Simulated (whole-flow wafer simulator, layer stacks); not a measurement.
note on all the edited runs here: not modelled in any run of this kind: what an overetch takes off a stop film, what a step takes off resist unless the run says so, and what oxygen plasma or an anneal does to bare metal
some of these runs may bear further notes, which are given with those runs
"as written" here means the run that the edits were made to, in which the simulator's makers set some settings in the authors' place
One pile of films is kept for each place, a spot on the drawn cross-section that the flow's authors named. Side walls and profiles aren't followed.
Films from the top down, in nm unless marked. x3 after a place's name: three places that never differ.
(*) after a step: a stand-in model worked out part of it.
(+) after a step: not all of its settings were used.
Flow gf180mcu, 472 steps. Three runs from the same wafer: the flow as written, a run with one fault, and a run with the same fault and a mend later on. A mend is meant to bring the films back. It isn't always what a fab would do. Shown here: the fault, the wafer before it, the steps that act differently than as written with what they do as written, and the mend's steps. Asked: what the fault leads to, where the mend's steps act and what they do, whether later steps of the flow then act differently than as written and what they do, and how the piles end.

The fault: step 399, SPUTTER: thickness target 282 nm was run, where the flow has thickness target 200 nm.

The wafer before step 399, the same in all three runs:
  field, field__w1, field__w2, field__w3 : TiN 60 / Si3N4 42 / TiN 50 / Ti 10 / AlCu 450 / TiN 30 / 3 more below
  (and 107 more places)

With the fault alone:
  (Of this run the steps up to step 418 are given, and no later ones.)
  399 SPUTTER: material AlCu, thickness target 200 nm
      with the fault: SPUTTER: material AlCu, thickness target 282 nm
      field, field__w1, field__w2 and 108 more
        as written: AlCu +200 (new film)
        with the fault: AlCu +282 (new film)
  Later steps of the flow that act differently than as written (3 more steps differ only slightly, by at most 2% or 0.5 nm, whichever is larger, and aren't shown):
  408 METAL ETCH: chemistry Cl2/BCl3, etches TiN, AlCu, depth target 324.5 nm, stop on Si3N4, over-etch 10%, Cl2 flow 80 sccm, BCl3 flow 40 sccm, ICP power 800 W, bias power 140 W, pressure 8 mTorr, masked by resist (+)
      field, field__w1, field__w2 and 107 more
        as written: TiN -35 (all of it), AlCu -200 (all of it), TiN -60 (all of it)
        with the fault: TiN -35 (all of it), AlCu -282 (all of it), TiN -7.5
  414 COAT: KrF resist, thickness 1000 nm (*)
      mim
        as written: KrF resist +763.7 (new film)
        with the fault: KrF resist +741.4 (new film)
  After step 418 the piles differ from the flow's by more than 2% or 0.5 nm, whichever is larger, at field, field__w1, field__w2 and 109 more.
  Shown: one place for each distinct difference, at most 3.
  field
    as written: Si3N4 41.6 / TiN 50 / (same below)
    with the fault: TiN 52.1 / Si3N4 42 / TiN 50 / (same below)
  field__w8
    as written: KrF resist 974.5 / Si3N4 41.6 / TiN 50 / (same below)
    with the fault: KrF resist 974.5 / TiN 52.1 / Si3N4 42 / TiN 50 / (same below)
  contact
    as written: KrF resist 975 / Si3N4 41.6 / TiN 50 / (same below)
    with the fault: KrF resist 975 / TiN 52.1 / Si3N4 42 / TiN 50 / (same below)

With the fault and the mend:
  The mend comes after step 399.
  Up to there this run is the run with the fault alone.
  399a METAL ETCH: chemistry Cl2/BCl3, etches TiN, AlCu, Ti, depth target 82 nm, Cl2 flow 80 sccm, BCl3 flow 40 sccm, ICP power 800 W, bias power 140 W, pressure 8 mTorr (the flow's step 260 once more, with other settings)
      field, field__w1, field__w2 and 108 more
        AlCu -82
  No later step of the flow acts differently than as written at any place that is followed.
  At the end the piles are the same as the flow's at every place that both follow.
